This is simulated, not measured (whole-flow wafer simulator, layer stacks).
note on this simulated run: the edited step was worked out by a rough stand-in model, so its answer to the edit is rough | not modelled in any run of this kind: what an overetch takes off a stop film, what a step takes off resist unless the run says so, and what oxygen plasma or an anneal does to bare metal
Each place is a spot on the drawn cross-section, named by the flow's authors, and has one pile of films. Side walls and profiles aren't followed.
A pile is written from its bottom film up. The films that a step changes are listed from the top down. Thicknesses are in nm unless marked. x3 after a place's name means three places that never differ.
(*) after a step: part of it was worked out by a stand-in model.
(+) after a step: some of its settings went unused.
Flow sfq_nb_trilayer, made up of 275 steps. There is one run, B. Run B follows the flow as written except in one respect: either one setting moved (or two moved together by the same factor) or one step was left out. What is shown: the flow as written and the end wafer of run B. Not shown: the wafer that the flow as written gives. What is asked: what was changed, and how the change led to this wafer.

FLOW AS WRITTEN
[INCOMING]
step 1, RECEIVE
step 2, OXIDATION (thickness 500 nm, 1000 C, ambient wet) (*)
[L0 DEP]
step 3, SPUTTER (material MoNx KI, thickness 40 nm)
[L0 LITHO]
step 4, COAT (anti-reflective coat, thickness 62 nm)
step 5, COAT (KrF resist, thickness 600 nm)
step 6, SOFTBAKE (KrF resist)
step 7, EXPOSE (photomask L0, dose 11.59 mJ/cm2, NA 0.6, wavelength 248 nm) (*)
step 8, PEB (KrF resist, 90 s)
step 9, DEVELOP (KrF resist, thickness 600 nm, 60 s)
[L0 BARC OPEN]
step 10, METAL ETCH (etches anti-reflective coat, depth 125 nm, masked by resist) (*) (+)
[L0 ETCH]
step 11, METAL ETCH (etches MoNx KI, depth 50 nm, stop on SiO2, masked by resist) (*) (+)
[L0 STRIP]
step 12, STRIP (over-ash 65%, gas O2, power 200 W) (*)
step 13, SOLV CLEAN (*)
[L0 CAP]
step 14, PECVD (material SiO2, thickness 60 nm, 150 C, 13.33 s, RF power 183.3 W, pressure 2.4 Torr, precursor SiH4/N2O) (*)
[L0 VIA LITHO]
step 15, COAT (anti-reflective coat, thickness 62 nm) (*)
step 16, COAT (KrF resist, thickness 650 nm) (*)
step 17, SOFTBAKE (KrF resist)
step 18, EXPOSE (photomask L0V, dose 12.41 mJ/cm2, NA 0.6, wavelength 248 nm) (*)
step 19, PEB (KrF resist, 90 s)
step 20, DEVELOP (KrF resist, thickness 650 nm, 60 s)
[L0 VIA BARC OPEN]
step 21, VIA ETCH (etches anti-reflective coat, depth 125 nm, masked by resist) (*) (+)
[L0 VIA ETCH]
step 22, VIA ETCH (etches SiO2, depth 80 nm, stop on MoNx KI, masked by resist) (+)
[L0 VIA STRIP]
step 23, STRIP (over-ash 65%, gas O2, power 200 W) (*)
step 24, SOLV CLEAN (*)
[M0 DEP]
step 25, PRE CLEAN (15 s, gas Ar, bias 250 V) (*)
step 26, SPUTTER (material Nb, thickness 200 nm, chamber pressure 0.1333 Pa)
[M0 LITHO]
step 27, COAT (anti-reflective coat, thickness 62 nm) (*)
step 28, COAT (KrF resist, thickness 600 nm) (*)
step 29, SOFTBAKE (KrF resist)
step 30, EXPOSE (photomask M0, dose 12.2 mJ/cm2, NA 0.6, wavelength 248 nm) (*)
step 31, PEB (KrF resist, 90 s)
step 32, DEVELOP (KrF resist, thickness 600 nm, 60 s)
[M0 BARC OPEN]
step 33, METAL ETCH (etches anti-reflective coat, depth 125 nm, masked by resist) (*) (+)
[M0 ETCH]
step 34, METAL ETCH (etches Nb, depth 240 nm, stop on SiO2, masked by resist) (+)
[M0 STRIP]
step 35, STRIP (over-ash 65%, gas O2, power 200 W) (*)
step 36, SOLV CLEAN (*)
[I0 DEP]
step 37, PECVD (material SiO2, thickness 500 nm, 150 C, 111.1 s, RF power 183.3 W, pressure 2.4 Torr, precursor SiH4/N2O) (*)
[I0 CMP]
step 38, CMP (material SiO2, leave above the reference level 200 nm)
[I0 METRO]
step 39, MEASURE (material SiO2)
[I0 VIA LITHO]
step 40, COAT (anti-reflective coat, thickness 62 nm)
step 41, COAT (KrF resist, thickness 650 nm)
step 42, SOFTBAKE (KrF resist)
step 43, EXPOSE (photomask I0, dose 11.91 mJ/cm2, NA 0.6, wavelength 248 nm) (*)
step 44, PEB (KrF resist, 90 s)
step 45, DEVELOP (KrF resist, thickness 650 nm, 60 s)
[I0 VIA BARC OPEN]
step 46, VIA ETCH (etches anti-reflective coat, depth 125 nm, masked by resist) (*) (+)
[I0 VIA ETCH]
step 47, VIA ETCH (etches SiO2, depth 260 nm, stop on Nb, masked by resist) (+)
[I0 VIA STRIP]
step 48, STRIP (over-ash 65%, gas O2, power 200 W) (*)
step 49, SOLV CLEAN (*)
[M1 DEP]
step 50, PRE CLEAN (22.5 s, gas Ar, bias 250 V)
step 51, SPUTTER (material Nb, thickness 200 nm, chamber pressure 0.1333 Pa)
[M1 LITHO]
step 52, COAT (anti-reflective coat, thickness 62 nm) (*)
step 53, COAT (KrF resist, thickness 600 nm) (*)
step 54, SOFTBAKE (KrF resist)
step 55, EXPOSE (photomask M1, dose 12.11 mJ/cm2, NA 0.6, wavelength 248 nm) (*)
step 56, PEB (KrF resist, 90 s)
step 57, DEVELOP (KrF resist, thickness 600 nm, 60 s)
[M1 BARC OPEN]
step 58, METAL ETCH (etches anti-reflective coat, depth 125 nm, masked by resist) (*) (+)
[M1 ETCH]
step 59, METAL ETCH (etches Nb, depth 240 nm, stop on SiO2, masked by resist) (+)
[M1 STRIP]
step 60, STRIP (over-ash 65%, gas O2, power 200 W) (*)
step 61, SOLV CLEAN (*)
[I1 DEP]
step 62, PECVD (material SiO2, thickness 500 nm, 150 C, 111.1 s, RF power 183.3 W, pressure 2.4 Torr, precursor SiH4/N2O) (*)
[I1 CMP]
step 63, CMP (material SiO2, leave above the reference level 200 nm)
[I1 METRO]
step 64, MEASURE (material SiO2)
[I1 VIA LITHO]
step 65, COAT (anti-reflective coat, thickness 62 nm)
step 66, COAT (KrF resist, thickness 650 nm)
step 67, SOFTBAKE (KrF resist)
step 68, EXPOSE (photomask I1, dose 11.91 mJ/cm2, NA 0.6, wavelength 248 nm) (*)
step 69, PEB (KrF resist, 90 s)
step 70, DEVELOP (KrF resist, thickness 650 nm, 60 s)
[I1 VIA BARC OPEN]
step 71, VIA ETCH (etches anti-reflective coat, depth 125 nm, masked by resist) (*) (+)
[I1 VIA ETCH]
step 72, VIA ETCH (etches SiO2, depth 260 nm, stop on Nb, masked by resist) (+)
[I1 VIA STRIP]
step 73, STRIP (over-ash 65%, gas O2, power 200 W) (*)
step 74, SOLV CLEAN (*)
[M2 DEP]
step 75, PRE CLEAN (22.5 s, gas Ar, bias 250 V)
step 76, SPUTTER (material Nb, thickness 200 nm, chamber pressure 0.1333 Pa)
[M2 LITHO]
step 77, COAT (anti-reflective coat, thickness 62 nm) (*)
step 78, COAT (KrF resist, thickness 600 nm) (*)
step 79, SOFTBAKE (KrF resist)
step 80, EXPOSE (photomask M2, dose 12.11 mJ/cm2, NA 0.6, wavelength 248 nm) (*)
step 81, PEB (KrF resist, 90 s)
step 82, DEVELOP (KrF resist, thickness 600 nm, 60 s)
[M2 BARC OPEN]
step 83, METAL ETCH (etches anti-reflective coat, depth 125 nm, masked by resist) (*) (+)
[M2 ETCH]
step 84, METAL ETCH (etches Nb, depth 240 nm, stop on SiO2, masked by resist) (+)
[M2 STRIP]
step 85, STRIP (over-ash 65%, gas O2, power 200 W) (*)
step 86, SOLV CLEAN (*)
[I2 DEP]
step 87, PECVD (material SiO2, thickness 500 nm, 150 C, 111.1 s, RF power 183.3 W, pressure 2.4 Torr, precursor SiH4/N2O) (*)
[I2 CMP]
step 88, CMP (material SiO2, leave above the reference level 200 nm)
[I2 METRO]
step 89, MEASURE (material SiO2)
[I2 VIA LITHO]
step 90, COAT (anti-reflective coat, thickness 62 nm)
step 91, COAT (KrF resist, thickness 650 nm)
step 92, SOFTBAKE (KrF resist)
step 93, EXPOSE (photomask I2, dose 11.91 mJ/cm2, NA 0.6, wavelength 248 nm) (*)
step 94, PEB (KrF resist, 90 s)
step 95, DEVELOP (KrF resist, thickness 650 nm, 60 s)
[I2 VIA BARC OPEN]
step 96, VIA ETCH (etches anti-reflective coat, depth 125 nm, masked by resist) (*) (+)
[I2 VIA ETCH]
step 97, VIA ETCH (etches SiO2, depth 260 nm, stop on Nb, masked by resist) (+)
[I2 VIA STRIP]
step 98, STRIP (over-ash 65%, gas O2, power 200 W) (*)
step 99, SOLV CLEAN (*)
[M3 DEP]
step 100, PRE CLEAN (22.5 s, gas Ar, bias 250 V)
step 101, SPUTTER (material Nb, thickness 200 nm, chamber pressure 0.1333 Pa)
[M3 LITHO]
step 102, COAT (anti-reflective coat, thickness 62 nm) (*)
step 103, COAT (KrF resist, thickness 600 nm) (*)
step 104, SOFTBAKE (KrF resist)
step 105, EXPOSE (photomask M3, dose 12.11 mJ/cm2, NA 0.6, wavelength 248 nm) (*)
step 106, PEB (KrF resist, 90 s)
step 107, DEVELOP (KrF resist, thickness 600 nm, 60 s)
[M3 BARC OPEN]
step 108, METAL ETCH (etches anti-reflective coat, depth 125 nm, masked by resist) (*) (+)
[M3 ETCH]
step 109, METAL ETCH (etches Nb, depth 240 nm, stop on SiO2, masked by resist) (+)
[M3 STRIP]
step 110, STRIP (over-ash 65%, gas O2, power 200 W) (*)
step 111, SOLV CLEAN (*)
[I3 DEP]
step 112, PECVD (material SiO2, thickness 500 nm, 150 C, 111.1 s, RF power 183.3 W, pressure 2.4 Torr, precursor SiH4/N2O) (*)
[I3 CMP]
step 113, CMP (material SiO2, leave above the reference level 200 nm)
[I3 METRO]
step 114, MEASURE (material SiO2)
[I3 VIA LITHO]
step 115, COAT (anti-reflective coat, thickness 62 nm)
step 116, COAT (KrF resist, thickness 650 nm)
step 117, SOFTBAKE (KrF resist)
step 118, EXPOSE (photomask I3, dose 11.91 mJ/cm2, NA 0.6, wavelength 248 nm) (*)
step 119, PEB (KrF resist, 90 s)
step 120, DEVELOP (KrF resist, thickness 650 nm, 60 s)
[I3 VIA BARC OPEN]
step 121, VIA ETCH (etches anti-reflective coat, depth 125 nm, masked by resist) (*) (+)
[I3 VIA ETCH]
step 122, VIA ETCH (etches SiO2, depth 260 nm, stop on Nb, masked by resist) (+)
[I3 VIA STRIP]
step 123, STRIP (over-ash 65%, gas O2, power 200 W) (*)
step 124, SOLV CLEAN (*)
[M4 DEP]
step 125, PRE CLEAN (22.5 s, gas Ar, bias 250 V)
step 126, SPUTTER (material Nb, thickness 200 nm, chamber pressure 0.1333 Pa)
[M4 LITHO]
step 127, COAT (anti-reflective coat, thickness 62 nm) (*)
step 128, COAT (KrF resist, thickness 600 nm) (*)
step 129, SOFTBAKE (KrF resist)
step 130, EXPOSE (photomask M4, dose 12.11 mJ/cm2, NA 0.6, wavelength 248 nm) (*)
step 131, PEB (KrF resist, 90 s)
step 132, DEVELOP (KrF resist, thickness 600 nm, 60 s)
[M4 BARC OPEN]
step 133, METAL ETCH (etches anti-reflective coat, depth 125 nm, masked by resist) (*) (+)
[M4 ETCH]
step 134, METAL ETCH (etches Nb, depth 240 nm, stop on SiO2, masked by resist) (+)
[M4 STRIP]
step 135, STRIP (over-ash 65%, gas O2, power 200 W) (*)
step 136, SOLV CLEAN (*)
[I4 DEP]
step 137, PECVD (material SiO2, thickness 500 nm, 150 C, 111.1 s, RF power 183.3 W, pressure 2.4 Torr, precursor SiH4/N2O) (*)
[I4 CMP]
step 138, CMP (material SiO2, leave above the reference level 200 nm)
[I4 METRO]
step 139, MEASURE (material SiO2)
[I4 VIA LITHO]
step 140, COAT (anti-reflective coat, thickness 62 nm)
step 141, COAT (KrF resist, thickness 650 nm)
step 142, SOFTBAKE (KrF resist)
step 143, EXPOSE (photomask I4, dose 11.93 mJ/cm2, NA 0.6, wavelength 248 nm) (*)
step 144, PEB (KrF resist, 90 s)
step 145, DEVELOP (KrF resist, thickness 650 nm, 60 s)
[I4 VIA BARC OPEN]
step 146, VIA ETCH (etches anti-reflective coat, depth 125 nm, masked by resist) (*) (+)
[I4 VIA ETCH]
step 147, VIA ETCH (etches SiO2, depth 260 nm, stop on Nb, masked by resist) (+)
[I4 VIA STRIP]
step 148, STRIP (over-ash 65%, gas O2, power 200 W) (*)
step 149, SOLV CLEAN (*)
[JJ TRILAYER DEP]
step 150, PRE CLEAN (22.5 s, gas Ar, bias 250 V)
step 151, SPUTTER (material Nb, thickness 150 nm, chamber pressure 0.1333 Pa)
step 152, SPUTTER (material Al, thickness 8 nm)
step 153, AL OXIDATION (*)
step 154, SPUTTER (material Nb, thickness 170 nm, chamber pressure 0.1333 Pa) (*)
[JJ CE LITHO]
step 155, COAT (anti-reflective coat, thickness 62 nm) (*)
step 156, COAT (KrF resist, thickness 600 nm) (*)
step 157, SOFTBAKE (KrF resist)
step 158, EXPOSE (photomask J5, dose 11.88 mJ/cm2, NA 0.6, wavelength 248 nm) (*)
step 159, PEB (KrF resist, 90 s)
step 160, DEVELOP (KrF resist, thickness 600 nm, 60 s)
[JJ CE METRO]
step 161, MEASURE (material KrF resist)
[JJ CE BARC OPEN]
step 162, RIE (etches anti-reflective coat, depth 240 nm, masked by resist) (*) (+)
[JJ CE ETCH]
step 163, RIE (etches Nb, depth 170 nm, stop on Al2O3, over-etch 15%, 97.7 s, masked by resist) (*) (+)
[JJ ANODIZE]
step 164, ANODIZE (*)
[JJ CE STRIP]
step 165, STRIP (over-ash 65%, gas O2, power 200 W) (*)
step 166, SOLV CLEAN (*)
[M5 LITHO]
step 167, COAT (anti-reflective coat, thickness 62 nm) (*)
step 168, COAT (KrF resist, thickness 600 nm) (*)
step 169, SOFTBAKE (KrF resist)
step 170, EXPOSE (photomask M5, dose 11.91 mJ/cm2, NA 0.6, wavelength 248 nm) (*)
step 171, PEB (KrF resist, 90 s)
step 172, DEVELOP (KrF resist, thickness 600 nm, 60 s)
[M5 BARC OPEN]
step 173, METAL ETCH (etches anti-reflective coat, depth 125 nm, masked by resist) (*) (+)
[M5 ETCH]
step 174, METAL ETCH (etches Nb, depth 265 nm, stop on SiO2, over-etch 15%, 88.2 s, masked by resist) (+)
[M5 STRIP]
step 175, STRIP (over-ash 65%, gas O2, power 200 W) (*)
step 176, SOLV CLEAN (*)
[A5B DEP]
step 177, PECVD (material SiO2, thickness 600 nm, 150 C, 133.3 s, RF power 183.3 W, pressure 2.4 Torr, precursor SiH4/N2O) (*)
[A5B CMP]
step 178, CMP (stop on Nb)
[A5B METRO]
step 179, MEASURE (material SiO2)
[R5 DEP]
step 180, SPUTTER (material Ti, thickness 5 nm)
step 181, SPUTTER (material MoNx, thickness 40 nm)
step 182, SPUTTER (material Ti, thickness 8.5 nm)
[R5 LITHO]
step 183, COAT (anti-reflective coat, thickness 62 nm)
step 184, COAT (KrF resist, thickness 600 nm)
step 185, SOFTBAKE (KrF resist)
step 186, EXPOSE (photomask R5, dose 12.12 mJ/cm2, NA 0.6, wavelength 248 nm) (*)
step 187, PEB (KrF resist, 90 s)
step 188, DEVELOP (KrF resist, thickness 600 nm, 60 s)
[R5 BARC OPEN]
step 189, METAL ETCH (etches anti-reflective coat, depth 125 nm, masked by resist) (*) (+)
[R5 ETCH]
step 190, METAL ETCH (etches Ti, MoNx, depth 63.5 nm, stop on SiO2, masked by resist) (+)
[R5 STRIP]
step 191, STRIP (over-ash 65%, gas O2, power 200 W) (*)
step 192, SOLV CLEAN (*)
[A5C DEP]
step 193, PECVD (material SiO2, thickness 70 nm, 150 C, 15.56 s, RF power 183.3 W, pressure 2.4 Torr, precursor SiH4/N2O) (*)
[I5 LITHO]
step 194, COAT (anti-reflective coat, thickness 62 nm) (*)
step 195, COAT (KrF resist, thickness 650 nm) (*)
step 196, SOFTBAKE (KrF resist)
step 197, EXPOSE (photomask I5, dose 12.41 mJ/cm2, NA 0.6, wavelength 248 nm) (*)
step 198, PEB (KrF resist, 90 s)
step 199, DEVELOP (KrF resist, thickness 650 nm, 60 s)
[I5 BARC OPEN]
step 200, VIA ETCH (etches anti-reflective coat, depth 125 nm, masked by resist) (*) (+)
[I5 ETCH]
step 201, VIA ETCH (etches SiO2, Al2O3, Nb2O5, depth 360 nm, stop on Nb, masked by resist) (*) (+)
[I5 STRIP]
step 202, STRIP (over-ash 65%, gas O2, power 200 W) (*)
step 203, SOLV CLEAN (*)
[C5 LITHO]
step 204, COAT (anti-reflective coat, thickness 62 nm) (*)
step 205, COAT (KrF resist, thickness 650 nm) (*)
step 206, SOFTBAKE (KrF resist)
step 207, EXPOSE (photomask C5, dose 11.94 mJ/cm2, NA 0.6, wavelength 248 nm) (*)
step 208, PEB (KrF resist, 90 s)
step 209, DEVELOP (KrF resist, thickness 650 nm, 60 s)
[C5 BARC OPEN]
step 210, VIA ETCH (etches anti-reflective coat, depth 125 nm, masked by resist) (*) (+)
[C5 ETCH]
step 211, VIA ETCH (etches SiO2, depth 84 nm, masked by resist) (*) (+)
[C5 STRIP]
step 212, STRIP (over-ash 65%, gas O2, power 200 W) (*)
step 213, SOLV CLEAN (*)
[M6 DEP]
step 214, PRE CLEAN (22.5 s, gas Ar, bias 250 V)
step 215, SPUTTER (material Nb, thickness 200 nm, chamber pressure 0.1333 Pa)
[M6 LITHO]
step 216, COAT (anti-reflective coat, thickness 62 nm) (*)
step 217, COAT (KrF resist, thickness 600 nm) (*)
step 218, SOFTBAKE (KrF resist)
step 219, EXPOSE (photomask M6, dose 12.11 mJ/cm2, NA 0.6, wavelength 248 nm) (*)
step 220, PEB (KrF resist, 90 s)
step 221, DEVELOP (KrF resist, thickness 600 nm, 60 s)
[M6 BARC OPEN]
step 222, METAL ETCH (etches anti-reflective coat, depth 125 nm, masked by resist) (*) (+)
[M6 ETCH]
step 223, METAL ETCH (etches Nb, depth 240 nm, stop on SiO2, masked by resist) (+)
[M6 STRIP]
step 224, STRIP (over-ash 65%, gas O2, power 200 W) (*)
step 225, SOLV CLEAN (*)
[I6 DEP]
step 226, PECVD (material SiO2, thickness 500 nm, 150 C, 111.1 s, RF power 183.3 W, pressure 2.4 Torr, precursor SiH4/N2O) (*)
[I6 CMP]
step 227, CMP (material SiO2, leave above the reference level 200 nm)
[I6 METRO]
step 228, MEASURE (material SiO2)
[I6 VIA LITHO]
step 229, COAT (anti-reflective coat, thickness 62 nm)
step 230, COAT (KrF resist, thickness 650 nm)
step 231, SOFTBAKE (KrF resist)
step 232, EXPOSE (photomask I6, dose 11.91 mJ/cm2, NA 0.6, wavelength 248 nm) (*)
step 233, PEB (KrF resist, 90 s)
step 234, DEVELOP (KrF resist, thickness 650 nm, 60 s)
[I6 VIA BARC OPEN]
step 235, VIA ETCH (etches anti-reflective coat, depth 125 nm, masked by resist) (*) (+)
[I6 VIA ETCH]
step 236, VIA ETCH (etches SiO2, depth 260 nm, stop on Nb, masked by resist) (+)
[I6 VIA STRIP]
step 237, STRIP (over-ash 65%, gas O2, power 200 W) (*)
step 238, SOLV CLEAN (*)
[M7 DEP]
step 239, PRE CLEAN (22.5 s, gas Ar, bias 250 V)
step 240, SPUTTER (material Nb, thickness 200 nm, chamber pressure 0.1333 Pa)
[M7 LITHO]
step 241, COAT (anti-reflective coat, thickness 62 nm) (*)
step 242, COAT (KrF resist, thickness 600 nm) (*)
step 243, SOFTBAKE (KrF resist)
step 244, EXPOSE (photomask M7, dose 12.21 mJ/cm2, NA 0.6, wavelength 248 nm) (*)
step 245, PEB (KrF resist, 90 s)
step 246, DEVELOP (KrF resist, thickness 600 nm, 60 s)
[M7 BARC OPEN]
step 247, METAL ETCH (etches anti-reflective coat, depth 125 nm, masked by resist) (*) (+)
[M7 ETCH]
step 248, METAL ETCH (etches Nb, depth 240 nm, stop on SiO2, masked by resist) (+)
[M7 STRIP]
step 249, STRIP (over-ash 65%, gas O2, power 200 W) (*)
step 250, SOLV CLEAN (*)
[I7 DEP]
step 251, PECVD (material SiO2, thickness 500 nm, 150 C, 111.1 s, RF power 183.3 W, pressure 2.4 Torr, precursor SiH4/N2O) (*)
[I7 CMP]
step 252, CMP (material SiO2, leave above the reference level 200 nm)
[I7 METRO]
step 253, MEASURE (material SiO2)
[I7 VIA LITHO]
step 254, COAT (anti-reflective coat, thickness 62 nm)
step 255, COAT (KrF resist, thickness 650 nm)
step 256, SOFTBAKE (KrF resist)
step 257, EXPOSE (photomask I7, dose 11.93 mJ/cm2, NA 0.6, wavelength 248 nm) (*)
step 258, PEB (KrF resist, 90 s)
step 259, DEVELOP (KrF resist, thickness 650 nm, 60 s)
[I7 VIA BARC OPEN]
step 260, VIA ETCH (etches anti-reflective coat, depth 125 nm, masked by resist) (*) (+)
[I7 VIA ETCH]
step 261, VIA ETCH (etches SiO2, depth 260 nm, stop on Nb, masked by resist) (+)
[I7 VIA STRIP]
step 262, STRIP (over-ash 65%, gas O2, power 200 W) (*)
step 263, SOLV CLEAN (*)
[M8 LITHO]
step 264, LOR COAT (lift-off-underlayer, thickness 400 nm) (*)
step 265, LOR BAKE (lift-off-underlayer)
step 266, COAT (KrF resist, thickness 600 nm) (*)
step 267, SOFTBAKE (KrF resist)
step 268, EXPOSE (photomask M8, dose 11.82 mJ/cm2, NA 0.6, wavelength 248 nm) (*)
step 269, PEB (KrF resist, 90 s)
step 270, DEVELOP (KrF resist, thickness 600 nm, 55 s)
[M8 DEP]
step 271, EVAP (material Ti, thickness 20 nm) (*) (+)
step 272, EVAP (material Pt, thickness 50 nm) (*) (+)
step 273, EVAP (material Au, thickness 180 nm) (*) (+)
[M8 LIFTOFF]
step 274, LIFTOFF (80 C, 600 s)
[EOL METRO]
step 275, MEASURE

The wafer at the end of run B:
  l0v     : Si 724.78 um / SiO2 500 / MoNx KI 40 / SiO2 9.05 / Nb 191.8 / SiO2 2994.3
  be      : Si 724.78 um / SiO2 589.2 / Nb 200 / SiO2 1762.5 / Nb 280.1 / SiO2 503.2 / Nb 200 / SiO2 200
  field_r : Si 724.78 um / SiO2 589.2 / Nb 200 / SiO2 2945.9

Cause: step 14, PECVD: thickness 94.2 nm was run, whereas the flow has thickness 60 nm; step 14, PECVD: 20.93 s was run, where the flow has 13.33 s.

Step by step, how the change led to this:
  step 14, PECVD (material SiO2, thickness 60 nm, 150 C, 13.33 s, RF power 183.3 W, pressure 2.4 Torr, precursor SiH4/N2O) (*)
      v_sur, via_wl, via_w and 97 more: +94.2 SiO2 (as written it would have been: +60 SiO2)
      field_l, l0_sur, l0v, l0r_line_l, l0r_line_c, l0r_line_r: +94.2 SiO2 (new film) (as written it would have been: +60 SiO2 (new film))
  step 22, VIA ETCH (etches SiO2, depth 80 nm, stop on MoNx KI, masked by resist) (+)
      l0v: -80 SiO2 (as written it would have been: -59.8 SiO2 (all of it))
  step 25, PRE CLEAN (15 s, gas Ar, bias 250 V) (*)
      l0v: -5 SiO2 (as written it would have been: -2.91 MoNx KI)
  step 27, COAT (anti-reflective coat, thickness 62 nm) (*)
      l0_sur: +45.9 anti-reflective coat (new film) (as written it would have been: +47.5 anti-reflective coat (new film))
      l0v: +83.5 anti-reflective coat (new film) (as written it would have been: +78 anti-reflective coat (new film))
  step 28, COAT (KrF resist, thickness 600 nm) (*)
      l0v: +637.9 KrF resist (new film) (as written it would have been: +622.9 KrF resist (new film))
  step 35, STRIP (over-ash 65%, gas O2, power 200 W) (*)
      l0_sur: -369.6 KrF resist (all of it), -45.9 anti-reflective coat (all of it) (as written it would have been: -372 KrF resist (all of it), -47.5 anti-reflective coat (all of it))
      l0v: -420.2 KrF resist (all of it), -83.5 anti-reflective coat (all of it) (as written it would have been: -405.3 KrF resist (all of it), -78 anti-reflective coat (all of it))
  step 38, CMP (material SiO2, leave above the reference level 200 nm)
      l0v: -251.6 SiO2 (as written it would have been: -277.8 SiO2)
With metal films that touch counted as one body, l0v has 2 bodies (between them, from the top down: SiO2 9.05); the flow as written gives 1 body.
